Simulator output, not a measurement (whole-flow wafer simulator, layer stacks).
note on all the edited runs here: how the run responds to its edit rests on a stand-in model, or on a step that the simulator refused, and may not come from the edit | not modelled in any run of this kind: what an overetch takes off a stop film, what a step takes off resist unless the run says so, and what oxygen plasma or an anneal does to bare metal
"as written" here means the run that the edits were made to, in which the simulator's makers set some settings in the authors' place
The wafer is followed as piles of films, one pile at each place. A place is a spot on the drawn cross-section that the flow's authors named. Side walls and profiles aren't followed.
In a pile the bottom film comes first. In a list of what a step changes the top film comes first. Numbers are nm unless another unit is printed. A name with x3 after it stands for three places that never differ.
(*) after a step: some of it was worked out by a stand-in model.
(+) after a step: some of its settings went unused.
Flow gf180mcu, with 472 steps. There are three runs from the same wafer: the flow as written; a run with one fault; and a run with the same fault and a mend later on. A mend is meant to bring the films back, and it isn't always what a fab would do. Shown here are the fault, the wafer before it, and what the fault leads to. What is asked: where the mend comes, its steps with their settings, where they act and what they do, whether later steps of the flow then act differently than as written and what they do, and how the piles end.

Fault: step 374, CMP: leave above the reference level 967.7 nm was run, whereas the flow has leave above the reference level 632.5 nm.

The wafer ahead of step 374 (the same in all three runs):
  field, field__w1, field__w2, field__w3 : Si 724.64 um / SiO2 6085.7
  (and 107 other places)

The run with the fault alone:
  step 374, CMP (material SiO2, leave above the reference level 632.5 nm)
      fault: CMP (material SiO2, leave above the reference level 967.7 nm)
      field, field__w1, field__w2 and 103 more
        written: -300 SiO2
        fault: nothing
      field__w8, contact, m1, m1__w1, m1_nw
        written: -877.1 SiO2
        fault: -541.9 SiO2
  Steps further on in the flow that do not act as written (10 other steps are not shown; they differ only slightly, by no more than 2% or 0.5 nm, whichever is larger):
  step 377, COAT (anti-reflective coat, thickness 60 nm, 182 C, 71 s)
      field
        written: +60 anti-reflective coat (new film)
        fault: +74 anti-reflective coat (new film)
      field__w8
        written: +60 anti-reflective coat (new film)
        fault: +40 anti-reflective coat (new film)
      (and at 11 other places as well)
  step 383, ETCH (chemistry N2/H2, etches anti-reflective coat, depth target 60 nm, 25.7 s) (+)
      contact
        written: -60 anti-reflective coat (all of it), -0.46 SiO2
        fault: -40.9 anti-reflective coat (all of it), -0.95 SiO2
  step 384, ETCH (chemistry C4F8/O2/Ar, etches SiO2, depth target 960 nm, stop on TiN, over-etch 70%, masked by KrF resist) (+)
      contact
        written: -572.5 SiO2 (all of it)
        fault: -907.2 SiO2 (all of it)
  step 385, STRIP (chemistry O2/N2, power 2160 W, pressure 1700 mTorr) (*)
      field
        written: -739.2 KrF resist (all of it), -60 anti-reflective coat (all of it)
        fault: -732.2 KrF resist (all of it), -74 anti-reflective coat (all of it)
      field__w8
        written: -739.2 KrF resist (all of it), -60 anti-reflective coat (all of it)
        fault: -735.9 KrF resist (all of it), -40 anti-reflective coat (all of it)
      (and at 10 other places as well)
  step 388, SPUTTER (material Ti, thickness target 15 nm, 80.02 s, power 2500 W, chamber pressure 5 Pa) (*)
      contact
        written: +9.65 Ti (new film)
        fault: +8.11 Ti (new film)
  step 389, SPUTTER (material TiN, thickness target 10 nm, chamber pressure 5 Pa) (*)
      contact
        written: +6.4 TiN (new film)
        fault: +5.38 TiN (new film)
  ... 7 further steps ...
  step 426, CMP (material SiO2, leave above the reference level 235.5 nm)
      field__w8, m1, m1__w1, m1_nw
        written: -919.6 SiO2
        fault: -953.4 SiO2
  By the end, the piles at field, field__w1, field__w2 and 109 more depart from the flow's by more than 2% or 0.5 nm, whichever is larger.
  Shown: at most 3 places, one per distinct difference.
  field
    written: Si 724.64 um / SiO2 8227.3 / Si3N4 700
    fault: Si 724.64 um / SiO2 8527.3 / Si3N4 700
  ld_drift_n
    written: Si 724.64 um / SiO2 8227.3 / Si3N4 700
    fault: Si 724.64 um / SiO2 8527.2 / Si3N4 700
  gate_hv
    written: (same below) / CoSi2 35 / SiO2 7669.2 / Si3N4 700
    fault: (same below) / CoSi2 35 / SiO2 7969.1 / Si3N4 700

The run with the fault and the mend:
  The mend stands after step 382.
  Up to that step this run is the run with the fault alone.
  step 382a, STRIP (chemistry O2/N2, power 2160 W, pressure 1700 mTorr) (*)
      iso_ptap_pw, iso_ntap_nw, iso_nw_fld and 33 more
        -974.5 KrF resist (all of it), -60 anti-reflective coat (all of it)
      field_sub, field_sub__w1, field_sub__w2 and 15 more
        -974.8 KrF resist (all of it), -60.1 anti-reflective coat (all of it)
      field__w2, field__w3, field__w6 and 12 more
        -974.9 KrF resist (all of it), -60.1 anti-reflective coat (all of it)
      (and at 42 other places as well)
  step 382b, CMP (material SiO2, leave above the reference level 632.5 nm) (a further turn of the flow's step 374)
      field, field__w1, field__w2 and 103 more
        -300 SiO2
      field__w8, contact, m1, m1__w1, m1_nw
        -335.2 SiO2
  step 382c, HMDS (120 C, 60 s) (a further turn of the flow's step 376)
      alters no film at any place that is followed
  step 382d, COAT (anti-reflective coat, thickness 60 nm, 182 C, 71 s) (a further turn of the flow's step 377)
      field, field__w1, field__w2 and 108 more
        +60 anti-reflective coat (new film)
  step 382e, COAT (KrF resist, thickness 1000 nm) (a further turn of the flow's step 378)
      field, field__w1, field__w2 and 108 more
        +1000 KrF resist (new film)
  step 382f, SOFTBAKE (KrF resist) (a further turn of the flow's step 379)
      alters no film at any place that is followed
  step 382g, EXPOSE (photomask Via4) (a further turn of the flow's step 380)
      alters no film at any place that is followed
  step 382h, PEB (KrF resist, 135 C, 90 s) (a further turn of the flow's step 381)
      field, field__w1, field__w2 and 108 more
        -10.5 KrF resist
  step 382i, DEVELOP (KrF resist, thickness 1000 nm, 60 s) (a further turn of the flow's step 382)
      field, field__w1, field__w2 and 107 more
        -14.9 KrF resist
      contact
        -989.5 KrF resist (all of it)
  None of the later steps of the flow acts differently than as written at any place that is followed.
  By the end, the piles equal the flow's at every place that both follow.
